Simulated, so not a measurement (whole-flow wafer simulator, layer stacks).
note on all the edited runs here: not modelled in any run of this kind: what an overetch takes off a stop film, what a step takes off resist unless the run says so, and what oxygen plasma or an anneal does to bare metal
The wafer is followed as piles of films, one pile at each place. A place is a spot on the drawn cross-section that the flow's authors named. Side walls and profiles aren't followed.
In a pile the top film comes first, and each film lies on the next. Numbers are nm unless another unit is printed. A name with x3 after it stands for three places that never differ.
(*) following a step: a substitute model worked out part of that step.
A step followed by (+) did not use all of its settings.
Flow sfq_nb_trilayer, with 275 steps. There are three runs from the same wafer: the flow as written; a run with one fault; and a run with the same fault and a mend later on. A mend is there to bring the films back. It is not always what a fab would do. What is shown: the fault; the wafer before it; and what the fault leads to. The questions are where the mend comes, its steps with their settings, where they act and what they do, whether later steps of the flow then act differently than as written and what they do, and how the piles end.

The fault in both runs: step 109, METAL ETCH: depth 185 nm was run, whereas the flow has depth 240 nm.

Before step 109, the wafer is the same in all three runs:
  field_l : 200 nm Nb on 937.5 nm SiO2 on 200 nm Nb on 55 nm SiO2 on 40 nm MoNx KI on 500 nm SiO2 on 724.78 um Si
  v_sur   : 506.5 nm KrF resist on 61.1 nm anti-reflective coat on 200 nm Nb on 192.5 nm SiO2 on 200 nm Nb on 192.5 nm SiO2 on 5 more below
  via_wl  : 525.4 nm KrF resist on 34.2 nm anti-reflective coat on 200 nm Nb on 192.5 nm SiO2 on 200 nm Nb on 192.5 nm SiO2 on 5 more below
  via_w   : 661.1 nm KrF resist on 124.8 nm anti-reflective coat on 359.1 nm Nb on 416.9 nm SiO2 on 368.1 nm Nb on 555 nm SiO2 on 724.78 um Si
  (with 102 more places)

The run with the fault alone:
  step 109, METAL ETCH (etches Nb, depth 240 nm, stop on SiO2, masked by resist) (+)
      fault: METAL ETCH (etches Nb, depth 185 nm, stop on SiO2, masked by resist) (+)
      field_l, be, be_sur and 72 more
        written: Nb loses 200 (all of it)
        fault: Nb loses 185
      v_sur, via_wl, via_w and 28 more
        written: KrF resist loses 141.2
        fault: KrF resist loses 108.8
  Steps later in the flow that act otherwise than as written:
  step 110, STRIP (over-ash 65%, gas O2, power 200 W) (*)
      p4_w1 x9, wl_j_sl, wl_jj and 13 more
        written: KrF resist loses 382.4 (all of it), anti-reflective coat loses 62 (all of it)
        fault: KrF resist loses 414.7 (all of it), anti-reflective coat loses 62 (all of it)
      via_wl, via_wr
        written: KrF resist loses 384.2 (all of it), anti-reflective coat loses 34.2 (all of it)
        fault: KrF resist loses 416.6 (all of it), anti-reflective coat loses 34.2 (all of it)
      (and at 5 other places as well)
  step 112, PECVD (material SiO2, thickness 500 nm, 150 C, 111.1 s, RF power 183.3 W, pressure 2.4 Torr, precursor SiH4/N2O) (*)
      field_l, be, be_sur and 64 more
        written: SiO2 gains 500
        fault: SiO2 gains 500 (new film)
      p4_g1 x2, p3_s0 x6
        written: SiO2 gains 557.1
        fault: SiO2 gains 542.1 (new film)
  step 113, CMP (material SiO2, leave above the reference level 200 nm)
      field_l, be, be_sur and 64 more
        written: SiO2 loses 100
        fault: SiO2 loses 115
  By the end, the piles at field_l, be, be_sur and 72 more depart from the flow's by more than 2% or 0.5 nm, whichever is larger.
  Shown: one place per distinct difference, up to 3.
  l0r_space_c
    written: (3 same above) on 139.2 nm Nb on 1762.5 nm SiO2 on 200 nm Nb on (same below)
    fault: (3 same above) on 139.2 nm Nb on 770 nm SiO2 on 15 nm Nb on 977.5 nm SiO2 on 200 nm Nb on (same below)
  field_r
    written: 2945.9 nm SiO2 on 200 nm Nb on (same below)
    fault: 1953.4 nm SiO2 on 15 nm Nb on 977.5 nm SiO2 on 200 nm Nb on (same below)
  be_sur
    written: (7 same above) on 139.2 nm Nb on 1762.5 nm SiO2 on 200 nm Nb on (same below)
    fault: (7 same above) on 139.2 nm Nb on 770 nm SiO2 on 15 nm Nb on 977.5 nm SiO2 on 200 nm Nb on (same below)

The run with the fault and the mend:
  The mend follows step 109.
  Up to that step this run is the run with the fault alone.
  step 109a, METAL ETCH (etches Nb, depth 55 nm, stop on SiO2, masked by resist) (+) (the flow's step 109 again, with other settings)
      field_l, be, be_sur and 72 more
        Nb loses 15 (all of it)
      v_sur, via_wl, via_w and 28 more
        KrF resist loses 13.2
  Steps later in the flow that act otherwise than as written:
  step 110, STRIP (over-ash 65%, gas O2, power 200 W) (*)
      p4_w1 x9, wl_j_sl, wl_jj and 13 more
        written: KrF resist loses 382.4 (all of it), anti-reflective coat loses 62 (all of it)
        mend: KrF resist loses 401.5 (all of it), anti-reflective coat loses 62 (all of it)
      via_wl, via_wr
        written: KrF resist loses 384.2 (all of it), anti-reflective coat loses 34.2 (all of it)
        mend: KrF resist loses 403.3 (all of it), anti-reflective coat loses 34.2 (all of it)
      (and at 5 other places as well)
  The piles end the same as the flow's at every place that both follow.
